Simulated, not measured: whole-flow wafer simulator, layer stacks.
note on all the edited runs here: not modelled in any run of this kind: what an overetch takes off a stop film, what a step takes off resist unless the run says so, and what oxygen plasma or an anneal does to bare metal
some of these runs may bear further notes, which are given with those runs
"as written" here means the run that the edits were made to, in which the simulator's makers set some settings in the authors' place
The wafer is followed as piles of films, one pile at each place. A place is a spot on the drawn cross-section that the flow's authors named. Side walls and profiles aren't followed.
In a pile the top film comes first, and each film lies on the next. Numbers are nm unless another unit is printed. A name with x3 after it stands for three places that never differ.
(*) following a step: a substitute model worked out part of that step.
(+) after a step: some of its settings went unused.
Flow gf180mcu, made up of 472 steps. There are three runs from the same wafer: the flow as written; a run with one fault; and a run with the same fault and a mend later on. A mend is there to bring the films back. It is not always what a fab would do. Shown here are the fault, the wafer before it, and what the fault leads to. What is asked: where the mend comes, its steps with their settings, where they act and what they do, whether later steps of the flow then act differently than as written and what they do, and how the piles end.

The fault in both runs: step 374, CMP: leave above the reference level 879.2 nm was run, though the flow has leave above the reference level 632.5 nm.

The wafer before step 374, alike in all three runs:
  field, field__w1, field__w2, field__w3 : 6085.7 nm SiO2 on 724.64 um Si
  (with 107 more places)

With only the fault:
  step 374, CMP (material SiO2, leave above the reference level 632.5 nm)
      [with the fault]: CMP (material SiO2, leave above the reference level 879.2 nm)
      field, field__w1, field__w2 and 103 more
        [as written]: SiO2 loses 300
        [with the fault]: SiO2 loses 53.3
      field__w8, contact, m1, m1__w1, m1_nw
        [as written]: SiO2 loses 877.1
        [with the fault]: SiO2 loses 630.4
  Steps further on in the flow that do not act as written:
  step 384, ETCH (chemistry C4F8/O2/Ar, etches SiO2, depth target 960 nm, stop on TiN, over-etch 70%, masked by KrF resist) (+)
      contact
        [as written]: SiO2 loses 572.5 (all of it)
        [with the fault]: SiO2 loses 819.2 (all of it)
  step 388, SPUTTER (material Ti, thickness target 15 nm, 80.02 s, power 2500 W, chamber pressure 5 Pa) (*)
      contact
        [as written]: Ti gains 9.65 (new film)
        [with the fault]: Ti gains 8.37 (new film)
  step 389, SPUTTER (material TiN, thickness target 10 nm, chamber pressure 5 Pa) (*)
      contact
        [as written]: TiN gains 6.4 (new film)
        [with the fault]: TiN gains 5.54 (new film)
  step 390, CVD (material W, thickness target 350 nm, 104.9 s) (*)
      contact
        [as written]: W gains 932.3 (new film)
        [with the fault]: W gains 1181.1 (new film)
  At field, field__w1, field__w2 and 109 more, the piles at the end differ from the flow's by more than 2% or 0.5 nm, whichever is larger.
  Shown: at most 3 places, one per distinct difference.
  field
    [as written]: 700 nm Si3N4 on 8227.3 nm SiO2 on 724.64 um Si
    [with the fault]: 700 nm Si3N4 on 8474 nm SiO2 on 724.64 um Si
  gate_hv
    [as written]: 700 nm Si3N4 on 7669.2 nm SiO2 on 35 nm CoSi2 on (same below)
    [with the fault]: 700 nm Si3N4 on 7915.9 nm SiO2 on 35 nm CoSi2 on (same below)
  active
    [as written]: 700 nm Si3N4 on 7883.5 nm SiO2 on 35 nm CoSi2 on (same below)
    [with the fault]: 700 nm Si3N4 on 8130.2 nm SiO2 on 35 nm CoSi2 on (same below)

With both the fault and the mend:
  The mend stands after step 382.
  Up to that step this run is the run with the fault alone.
  step 382a, STRIP (chemistry O2/N2, power 2160 W, pressure 1700 mTorr) (*)
      field, field__w1, field__w2 and 107 more
        KrF resist loses 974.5 (all of it), anti-reflective coat loses 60 (all of it)
      contact
        anti-reflective coat loses 60 (all of it)
  step 382b, CMP (material SiO2, leave above the reference level 632.5 nm) (the flow's step 374, run once more)
      field, field__w1, field__w2 and 108 more
        SiO2 loses 246.7
  step 382c, HMDS (120 C, 60 s) (the flow's step 376, run once more)
      alters no film at any place that is followed
  step 382d, COAT (anti-reflective coat, thickness 60 nm, 182 C, 71 s) (the flow's step 377, run once more)
      field, field__w1, field__w2 and 108 more
        anti-reflective coat gains 60 (new film)
  step 382e, COAT (KrF resist, thickness 1000 nm) (the flow's step 378, run once more)
      field, field__w1, field__w2 and 108 more
        KrF resist gains 1000 (new film)
  step 382f, SOFTBAKE (KrF resist) (the flow's step 379, run once more)
      alters no film at any place that is followed
  step 382g, EXPOSE (photomask Via4) (the flow's step 380, run once more)
      alters no film at any place that is followed
  step 382h, PEB (KrF resist, 135 C, 90 s) (the flow's step 381, run once more)
      field, field__w1, field__w2 and 108 more
        KrF resist loses 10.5
  step 382i, DEVELOP (KrF resist, thickness 1000 nm, 60 s) (the flow's step 382, run once more)
      field, field__w1, field__w2 and 107 more
        KrF resist loses 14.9
      contact
        KrF resist loses 989.5 (all of it)
  Later steps of the flow that are run all act as written at every place that is followed.
  By the end, the piles equal the flow's at every place that both follow.
